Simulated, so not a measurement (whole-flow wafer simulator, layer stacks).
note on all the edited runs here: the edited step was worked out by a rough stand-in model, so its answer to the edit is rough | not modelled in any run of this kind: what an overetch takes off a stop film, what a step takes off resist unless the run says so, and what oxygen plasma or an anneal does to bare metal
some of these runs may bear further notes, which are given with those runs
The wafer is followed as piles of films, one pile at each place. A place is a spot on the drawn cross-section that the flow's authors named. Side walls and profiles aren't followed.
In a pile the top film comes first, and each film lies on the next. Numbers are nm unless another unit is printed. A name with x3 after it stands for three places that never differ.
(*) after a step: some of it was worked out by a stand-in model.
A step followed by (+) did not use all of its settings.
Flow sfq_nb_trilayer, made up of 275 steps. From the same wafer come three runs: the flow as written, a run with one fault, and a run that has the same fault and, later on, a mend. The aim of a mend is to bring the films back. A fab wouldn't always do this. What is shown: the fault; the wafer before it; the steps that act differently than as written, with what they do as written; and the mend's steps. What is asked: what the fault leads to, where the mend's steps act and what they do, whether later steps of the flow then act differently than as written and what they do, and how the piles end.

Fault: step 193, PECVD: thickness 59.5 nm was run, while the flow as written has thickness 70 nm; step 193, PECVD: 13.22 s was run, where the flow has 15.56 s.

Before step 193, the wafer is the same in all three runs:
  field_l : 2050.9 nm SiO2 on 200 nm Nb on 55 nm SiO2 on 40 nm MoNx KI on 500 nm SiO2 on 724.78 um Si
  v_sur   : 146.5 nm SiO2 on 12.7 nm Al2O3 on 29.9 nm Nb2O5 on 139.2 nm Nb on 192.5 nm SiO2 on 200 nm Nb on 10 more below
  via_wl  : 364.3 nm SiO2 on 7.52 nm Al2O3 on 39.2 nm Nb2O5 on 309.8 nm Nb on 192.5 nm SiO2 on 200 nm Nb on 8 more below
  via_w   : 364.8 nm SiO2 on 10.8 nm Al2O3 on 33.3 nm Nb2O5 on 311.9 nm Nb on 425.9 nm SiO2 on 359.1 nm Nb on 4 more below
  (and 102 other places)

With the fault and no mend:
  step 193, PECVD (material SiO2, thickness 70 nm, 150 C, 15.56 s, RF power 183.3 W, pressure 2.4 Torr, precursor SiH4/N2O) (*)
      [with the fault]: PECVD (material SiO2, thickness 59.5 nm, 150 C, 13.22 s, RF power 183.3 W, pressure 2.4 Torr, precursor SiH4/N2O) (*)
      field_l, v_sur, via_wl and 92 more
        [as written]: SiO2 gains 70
        [with the fault]: SiO2 gains 59.5
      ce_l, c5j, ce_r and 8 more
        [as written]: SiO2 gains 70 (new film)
        [with the fault]: SiO2 gains 59.5 (new film)
  Later steps of the flow acting differently than as written (not shown: 14 more steps that differ only slightly, by at most 2% or 0.5 nm, whichever is larger):
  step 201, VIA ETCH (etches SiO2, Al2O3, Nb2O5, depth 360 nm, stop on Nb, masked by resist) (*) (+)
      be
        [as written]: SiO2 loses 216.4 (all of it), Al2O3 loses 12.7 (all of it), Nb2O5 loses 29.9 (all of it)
        [with the fault]: SiO2 loses 205.9 (all of it), Al2O3 loses 12.7 (all of it), Nb2O5 loses 29.9 (all of it)
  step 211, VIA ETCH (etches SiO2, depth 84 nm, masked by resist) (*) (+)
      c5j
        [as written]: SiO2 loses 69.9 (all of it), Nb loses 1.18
        [with the fault]: SiO2 loses 59.4 (all of it), Nb loses 2.05
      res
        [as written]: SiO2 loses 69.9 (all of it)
        [with the fault]: SiO2 loses 59.4 (all of it)
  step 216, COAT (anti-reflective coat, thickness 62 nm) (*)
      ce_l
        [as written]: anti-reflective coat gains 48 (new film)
        [with the fault]: anti-reflective coat gains 50.6 (new film)
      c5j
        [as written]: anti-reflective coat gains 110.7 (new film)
        [with the fault]: anti-reflective coat gains 103.9 (new film)
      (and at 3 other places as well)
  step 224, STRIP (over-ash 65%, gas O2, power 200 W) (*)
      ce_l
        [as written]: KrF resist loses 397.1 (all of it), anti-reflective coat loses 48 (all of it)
        [with the fault]: KrF resist loses 395.8 (all of it), anti-reflective coat loses 50.6 (all of it)
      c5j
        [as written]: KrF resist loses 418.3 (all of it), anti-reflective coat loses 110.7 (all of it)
        [with the fault]: KrF resist loses 413.6 (all of it), anti-reflective coat loses 103.9 (all of it)
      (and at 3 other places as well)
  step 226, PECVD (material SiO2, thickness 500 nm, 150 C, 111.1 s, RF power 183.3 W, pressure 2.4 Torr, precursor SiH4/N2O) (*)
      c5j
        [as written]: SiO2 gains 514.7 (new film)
        [with the fault]: SiO2 gains 501.8 (new film)
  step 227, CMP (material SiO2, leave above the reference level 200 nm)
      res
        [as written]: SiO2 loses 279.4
        [with the fault]: SiO2 loses 291.9
  By the end, the piles at v_sur, via_wl, via_w and 20 more depart from the flow's by more than 2% or 0.5 nm, whichever is larger.
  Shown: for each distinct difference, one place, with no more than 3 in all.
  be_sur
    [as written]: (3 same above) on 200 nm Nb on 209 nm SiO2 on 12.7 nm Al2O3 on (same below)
    [with the fault]: (3 same above) on 200 nm Nb on 198.5 nm SiO2 on 12.7 nm Al2O3 on (same below)
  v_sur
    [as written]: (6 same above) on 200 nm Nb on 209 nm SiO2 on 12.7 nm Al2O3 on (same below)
    [with the fault]: (6 same above) on 200 nm Nb on 198.5 nm SiO2 on 12.7 nm Al2O3 on (same below)
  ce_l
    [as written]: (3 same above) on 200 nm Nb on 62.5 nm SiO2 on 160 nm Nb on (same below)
    [with the fault]: (3 same above) on 200 nm Nb on 52 nm SiO2 on 160 nm Nb on (same below)

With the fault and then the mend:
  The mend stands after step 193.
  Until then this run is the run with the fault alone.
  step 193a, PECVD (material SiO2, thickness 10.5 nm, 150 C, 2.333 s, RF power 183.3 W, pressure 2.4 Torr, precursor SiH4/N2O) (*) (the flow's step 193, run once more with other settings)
      field_l, v_sur, via_wl and 103 more
        SiO2 gains 10.5
  Later steps of the flow that are run all act as written at every place that is followed, up to a difference of at most 2% or 0.5 nm, whichever is larger.
  At every place that both follow, the piles at the end match the flow's.
